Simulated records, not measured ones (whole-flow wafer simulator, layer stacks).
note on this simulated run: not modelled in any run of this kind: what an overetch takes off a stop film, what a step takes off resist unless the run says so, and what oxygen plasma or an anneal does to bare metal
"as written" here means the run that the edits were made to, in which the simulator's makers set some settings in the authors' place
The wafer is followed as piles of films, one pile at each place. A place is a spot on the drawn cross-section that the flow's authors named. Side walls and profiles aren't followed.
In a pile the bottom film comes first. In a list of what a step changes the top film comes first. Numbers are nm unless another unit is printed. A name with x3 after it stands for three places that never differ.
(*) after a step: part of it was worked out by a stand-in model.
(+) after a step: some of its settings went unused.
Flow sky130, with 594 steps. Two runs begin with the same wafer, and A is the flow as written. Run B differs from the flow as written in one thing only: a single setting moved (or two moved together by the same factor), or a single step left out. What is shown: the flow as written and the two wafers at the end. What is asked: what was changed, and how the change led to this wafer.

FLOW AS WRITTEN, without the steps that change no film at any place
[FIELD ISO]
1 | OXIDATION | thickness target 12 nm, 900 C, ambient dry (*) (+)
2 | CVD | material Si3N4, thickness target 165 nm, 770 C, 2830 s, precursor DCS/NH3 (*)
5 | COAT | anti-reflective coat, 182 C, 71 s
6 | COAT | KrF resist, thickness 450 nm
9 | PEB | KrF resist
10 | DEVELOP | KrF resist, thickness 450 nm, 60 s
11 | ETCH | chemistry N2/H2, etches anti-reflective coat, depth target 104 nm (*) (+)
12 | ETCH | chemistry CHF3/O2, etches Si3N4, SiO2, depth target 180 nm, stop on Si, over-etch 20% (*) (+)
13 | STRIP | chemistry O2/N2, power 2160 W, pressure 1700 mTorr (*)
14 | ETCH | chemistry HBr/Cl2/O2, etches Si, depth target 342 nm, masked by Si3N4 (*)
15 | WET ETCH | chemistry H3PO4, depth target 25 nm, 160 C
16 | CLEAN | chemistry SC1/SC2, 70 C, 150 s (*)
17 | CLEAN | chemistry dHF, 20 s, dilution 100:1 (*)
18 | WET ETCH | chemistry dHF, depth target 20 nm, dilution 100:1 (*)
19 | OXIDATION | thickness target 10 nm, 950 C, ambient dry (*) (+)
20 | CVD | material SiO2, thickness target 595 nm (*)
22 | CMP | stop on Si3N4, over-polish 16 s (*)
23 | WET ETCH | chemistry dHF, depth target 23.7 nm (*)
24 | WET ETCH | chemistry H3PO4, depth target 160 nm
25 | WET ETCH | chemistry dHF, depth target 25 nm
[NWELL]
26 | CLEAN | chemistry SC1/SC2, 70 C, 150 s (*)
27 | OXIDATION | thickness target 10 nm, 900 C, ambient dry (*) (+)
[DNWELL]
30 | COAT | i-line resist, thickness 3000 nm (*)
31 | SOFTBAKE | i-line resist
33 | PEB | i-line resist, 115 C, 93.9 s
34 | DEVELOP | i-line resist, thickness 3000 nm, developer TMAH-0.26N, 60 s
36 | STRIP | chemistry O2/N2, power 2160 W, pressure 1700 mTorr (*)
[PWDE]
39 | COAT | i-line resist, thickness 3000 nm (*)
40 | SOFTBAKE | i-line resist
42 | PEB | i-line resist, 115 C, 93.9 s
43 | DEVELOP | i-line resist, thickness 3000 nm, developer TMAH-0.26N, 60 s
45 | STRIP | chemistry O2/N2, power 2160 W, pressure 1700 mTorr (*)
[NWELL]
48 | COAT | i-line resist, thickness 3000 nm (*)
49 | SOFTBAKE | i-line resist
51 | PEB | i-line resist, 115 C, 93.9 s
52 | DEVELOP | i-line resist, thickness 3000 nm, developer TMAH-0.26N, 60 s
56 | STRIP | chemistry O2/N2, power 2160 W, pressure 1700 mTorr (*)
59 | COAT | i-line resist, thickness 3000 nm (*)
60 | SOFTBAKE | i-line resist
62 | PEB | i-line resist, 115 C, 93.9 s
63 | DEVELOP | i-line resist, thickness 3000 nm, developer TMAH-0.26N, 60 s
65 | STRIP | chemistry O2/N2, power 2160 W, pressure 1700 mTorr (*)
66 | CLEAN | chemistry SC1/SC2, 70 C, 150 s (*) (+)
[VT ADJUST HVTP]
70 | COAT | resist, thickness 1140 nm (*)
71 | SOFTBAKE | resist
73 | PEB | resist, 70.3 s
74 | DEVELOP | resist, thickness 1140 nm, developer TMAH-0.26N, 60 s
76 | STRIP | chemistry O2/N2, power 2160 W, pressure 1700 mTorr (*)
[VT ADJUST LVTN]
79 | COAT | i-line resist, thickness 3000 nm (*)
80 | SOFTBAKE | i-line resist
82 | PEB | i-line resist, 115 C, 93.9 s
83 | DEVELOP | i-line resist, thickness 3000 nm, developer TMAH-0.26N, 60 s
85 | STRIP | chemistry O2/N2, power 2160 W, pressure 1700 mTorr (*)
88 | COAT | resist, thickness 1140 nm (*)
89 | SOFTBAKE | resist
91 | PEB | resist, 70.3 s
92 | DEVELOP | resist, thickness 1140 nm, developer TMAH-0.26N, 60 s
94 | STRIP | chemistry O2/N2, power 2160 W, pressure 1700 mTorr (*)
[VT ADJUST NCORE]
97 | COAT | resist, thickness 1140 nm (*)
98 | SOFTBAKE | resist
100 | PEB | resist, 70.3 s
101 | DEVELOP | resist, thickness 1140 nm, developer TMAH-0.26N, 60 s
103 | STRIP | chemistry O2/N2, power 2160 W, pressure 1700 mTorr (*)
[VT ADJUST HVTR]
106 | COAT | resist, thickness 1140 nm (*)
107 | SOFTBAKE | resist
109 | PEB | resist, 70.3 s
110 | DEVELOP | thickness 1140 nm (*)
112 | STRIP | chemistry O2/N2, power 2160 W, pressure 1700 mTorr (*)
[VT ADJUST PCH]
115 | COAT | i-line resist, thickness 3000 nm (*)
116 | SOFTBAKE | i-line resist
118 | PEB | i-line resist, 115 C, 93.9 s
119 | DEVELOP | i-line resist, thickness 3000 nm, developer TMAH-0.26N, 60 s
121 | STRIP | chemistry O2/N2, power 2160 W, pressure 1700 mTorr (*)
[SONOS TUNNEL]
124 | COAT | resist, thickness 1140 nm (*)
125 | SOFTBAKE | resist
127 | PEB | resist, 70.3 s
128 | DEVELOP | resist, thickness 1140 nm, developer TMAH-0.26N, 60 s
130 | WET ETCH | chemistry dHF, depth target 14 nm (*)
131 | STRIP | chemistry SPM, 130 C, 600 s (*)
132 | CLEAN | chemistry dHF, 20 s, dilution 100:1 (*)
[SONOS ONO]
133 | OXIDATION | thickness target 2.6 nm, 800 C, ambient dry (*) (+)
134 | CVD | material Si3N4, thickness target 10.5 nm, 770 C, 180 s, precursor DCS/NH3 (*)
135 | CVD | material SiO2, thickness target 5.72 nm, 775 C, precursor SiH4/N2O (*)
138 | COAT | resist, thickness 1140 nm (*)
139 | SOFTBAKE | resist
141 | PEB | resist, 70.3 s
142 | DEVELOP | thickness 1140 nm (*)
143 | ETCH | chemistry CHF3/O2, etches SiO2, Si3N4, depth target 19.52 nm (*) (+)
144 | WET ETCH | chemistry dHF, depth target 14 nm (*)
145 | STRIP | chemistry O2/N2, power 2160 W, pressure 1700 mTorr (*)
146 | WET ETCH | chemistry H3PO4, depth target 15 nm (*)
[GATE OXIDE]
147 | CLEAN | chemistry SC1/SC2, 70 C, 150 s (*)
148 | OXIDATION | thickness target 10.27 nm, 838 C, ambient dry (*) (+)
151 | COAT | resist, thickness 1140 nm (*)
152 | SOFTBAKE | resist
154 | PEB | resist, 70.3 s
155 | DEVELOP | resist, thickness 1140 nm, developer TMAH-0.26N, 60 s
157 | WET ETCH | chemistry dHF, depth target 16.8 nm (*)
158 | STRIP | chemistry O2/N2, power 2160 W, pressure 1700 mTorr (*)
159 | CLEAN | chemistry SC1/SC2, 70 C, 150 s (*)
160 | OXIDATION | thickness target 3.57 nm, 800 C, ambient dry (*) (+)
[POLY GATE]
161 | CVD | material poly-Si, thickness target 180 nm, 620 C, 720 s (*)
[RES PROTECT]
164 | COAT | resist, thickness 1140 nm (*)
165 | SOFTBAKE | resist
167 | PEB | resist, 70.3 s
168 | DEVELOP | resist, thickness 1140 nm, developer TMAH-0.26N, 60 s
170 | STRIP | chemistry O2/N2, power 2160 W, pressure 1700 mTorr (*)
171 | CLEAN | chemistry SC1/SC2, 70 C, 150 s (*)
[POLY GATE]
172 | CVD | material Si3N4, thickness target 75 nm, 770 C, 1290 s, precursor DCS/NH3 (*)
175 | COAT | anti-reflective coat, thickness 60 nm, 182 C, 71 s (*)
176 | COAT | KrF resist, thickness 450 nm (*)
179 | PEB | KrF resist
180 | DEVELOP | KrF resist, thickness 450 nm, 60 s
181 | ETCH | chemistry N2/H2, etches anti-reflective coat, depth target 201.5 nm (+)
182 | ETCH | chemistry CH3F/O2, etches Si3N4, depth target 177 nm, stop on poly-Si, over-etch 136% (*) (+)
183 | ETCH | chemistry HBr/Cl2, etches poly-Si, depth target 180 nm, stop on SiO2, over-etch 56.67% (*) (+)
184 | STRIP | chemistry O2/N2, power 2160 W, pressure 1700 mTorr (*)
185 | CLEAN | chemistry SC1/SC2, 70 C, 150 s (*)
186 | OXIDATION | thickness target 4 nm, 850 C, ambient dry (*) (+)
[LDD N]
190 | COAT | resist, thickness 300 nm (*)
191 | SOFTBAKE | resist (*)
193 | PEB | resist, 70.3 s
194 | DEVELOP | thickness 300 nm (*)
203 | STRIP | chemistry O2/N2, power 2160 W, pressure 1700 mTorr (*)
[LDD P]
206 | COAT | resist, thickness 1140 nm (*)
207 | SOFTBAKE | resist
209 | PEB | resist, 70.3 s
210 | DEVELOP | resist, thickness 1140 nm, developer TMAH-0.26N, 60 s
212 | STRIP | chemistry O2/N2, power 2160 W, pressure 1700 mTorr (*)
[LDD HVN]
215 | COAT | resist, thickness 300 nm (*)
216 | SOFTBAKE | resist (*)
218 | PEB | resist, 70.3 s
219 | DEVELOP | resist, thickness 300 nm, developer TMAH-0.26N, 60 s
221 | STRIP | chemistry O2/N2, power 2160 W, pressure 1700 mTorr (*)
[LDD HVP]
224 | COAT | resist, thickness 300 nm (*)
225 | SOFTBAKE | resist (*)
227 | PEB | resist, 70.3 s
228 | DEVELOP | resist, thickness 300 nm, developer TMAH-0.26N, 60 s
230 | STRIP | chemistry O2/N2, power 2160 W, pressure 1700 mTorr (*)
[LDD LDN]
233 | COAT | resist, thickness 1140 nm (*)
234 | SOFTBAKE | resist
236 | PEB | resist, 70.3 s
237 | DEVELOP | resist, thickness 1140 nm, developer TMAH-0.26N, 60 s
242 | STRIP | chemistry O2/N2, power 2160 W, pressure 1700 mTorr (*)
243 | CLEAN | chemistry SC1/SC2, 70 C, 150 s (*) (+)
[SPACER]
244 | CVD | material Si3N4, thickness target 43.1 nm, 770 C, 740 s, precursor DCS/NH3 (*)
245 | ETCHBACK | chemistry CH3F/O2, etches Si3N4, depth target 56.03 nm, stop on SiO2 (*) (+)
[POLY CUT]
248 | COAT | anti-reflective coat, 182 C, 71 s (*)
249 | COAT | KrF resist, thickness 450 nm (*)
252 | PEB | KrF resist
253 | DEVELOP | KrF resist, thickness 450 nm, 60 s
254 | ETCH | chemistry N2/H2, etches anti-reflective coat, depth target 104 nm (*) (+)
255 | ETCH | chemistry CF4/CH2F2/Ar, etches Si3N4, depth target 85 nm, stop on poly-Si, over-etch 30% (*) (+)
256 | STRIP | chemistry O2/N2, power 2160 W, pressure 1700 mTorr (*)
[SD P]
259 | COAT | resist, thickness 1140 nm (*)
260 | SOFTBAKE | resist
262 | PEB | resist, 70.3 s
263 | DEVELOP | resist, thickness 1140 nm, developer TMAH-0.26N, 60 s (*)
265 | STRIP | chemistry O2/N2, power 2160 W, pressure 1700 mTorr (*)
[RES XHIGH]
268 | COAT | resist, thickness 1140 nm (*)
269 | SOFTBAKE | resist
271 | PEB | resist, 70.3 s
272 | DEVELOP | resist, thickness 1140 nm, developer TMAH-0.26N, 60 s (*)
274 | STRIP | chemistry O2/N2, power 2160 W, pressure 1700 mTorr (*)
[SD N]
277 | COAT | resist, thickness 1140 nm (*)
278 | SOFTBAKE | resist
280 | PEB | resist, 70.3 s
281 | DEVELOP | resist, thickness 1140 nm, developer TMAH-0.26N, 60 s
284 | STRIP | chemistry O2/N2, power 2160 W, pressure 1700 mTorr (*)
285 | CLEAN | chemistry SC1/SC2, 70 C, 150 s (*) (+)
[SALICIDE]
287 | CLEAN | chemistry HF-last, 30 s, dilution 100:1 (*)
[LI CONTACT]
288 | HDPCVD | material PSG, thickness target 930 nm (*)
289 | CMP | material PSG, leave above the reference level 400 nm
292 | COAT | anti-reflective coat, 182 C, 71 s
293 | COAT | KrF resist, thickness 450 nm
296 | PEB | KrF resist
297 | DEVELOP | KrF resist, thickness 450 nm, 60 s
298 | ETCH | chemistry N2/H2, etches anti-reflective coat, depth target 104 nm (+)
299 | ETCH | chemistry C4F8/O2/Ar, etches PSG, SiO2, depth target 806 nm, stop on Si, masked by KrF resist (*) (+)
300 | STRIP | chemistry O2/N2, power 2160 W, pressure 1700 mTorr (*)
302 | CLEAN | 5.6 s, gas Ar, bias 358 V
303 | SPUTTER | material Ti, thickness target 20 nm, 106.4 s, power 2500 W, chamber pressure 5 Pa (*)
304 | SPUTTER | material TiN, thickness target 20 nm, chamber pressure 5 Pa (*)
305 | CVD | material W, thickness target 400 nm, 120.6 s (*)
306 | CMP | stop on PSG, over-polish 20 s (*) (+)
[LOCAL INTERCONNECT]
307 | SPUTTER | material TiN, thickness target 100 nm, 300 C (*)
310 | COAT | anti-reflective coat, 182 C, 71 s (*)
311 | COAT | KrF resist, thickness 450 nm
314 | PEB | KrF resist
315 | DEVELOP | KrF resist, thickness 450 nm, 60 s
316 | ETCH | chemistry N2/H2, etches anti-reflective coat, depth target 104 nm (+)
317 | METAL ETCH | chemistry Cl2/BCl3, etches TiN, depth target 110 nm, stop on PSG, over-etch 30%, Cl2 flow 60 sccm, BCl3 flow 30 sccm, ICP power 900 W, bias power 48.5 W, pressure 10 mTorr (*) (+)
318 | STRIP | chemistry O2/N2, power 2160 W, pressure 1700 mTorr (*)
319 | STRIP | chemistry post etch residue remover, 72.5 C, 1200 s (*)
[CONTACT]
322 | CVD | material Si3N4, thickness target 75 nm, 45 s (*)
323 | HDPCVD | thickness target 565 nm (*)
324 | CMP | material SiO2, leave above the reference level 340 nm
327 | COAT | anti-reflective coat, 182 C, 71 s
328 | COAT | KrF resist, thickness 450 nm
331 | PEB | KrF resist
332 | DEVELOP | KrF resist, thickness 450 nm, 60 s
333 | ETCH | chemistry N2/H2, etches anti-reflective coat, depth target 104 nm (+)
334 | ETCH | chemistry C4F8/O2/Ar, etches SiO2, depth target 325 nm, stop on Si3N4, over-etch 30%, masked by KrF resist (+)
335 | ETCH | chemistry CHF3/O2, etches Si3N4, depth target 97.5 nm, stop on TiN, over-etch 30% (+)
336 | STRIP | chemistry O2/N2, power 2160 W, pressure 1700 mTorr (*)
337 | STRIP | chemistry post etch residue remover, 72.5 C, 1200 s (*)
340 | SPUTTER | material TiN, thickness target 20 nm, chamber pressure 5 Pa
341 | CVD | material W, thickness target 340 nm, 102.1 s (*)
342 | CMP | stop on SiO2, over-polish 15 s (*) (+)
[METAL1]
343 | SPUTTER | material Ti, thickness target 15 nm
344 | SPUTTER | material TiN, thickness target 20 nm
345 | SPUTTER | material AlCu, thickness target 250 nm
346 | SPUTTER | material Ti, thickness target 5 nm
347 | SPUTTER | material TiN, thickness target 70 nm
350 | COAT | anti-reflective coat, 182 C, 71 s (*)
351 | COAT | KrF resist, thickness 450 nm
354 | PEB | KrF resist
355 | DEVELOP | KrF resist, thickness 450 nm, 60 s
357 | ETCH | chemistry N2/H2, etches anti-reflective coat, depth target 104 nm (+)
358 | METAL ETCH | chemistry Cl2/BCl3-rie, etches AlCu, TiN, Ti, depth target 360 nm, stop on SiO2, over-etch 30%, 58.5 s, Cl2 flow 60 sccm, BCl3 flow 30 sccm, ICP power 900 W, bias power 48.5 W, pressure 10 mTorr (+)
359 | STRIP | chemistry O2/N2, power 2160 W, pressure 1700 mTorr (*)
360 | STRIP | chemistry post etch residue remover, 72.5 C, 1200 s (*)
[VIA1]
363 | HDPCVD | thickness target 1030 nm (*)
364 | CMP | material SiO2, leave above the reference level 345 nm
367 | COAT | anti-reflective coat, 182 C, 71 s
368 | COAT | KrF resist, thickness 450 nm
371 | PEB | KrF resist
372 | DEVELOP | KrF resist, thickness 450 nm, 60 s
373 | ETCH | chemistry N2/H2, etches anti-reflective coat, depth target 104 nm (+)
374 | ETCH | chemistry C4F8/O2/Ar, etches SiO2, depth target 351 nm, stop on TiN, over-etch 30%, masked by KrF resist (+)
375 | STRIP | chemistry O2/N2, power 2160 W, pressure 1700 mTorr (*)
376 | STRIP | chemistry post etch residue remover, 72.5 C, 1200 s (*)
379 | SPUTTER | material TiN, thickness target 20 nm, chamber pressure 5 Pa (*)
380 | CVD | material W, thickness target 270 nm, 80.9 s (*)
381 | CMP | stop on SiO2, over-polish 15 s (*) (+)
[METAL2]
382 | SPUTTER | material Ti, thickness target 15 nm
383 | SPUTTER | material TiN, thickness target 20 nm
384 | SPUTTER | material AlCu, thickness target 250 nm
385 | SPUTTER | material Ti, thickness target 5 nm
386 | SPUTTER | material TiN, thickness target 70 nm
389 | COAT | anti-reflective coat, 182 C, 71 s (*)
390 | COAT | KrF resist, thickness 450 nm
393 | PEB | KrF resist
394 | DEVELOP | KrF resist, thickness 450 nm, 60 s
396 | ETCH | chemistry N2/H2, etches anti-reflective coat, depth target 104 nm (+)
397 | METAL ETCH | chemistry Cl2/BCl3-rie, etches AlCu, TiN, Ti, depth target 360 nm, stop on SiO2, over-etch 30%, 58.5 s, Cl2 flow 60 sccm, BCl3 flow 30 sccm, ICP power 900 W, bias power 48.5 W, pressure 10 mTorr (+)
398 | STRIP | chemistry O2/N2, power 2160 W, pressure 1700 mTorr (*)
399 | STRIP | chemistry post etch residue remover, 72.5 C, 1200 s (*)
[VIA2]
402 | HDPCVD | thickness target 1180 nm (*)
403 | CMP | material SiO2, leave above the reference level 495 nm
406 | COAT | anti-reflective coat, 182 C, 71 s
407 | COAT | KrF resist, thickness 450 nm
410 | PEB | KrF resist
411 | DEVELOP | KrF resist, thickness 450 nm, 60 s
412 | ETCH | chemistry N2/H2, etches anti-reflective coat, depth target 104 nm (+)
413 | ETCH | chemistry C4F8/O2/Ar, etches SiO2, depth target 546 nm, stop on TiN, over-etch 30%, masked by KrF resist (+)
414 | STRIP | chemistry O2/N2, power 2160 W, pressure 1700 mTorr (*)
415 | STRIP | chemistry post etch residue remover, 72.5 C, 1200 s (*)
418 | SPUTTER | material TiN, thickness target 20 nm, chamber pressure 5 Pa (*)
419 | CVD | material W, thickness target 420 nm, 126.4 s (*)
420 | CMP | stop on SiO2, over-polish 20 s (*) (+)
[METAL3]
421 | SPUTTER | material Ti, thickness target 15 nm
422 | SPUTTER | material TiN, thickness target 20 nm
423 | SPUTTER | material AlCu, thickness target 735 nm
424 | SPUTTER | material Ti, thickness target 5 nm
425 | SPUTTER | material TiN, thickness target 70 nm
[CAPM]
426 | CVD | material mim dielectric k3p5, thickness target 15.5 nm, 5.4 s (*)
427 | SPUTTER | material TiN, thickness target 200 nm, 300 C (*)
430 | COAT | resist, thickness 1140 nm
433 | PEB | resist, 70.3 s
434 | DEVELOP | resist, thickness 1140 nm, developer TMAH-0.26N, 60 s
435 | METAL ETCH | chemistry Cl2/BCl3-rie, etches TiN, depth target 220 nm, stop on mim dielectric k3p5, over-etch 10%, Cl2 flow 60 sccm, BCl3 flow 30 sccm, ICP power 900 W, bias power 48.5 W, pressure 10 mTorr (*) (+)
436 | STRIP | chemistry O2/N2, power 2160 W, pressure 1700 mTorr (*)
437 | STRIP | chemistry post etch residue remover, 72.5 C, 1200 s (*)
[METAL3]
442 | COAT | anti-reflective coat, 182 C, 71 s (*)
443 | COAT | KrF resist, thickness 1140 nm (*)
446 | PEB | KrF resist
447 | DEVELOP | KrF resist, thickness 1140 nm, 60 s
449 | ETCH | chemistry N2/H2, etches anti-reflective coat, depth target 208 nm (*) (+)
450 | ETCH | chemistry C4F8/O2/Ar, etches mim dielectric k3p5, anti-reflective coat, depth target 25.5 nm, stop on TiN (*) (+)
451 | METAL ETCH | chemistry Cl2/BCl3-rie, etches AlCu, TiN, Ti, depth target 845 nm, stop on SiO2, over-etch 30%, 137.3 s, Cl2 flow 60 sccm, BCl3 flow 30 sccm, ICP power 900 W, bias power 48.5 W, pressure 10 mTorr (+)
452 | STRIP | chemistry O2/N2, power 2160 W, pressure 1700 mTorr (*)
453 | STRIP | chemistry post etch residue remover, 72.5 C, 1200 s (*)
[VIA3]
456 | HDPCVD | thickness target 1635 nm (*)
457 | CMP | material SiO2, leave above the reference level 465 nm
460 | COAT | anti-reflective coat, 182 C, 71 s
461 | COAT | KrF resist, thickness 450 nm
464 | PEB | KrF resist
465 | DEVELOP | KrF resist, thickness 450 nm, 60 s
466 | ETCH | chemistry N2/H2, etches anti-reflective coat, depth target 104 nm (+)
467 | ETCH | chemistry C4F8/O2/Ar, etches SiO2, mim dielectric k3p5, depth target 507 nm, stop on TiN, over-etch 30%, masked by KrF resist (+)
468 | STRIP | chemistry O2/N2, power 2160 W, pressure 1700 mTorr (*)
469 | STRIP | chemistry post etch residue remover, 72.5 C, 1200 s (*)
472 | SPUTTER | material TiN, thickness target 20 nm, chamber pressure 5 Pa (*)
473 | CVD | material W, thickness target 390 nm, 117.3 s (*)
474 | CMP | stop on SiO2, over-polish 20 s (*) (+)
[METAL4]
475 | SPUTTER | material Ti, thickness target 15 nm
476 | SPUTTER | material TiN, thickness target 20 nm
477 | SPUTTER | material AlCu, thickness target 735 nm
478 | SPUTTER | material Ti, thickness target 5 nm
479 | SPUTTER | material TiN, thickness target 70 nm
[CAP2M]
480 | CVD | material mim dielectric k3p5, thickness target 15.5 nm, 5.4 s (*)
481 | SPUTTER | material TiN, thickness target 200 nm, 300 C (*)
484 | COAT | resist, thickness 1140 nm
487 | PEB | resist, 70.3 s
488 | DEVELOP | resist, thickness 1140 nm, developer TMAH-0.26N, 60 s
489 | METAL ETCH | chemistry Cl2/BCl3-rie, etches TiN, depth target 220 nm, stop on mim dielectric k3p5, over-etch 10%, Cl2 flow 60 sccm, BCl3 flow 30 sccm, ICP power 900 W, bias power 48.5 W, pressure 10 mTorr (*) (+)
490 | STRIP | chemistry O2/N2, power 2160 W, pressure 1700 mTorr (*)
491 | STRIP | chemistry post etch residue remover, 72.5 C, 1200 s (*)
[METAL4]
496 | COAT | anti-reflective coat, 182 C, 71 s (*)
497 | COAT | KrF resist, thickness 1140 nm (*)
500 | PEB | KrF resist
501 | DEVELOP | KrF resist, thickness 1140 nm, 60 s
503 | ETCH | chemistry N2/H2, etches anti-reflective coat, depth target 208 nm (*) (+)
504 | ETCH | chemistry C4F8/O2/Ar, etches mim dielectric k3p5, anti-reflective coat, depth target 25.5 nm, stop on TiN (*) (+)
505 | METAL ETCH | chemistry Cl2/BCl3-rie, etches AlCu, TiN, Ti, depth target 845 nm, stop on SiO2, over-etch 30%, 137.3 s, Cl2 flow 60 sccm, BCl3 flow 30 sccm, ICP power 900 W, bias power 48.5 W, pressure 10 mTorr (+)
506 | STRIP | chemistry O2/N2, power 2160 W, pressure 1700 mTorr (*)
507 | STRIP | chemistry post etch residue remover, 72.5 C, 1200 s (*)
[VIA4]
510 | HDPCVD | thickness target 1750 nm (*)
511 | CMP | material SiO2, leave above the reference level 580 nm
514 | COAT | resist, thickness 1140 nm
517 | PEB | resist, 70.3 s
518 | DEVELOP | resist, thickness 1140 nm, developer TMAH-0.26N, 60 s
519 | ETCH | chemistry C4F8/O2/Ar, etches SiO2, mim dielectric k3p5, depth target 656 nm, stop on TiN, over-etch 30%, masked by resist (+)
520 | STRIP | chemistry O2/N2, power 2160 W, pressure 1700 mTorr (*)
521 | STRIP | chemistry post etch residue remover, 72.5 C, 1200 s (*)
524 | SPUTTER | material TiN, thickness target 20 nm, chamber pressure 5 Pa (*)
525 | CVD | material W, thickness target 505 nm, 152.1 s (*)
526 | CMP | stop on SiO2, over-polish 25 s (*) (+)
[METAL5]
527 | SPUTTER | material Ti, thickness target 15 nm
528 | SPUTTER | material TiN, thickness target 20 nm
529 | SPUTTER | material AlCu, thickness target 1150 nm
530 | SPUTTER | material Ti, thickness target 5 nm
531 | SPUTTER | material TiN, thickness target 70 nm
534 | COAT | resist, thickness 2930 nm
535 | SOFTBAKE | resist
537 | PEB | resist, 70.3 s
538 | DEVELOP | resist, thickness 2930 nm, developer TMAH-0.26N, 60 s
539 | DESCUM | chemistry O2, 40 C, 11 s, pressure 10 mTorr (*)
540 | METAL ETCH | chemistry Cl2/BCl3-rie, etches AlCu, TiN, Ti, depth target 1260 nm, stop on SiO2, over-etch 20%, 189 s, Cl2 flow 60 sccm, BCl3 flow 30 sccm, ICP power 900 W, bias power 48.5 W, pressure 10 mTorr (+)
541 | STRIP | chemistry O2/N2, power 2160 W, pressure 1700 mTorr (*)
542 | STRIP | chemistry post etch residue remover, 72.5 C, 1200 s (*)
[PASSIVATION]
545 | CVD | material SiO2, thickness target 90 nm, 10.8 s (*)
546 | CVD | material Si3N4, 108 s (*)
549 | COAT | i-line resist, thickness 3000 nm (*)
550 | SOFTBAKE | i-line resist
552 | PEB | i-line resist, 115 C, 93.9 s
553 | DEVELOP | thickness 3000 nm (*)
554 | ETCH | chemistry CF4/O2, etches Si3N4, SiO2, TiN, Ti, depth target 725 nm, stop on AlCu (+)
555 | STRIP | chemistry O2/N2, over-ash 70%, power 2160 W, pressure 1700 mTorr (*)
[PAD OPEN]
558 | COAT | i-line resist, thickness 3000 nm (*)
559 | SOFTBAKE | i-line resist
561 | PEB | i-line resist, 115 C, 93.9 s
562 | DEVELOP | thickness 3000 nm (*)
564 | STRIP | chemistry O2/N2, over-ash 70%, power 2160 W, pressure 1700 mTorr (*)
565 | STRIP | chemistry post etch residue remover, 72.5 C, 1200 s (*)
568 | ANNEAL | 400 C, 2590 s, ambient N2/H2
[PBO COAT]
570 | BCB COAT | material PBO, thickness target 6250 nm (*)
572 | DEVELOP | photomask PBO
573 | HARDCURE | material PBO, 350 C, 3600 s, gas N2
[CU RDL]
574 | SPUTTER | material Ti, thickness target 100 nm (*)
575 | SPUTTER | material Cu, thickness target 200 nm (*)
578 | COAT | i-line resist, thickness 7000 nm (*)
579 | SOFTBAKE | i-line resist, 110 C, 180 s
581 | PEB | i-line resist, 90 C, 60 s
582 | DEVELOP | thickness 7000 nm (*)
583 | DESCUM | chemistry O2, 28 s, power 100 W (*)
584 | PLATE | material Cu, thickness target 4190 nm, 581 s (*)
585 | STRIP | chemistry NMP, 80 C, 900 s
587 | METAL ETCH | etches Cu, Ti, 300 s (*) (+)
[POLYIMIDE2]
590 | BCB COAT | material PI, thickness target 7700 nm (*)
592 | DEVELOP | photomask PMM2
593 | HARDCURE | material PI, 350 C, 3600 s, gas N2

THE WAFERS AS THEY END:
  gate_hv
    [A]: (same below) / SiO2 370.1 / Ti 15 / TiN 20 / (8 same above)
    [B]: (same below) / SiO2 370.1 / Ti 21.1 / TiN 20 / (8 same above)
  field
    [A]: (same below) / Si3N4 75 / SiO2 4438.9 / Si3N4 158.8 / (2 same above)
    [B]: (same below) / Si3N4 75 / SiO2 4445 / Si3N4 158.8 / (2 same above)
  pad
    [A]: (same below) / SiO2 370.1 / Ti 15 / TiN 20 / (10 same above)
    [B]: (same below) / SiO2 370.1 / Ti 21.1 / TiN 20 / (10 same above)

Cause: step 475, SPUTTER: thickness target 21.1 nm was run, whereas the flow has thickness target 15 nm.
The wafer itself shows it: gate_hv has Ti 21.1, and step 475 as written asks for 15 nm.

The path from the change to this, step by step:
  475 | SPUTTER | material Ti, thickness target 15 nm
      field, active, n_well and 189 more: A +15 Ti (new film) | B +21.1 Ti (new film)
  505 | METAL ETCH | chemistry Cl2/BCl3-rie, etches AlCu, TiN, Ti, depth target 845 nm, stop on SiO2, over-etch 30%, 137.3 s, Cl2 flow 60 sccm, BCl3 flow 30 sccm, ICP power 900 W, bias power 48.5 W, pressure 10 mTorr (+)
      field, gate, spacer and 68 more: A -70 TiN (all of it), -5 Ti (all of it), -735 AlCu (all of it), -20 TiN (all of it), -15 Ti (all of it), -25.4 SiO2 | B -70 TiN (all of it), -5 Ti (all of it), -735 AlCu (all of it), -20 TiN (all of it), -21.1 Ti (all of it), -24.7 SiO2
      active, vpp_iso1, mim_edge_plate and 14 more: A -70 TiN (all of it), -5 Ti (all of it), -735 AlCu (all of it), -20 TiN (all of it), -15 Ti (all of it), -25.3 SiO2 | B -70 TiN (all of it), -5 Ti (all of it), -735 AlCu (all of it), -20 TiN (all of it), -21.1 Ti (all of it), -24.7 SiO2
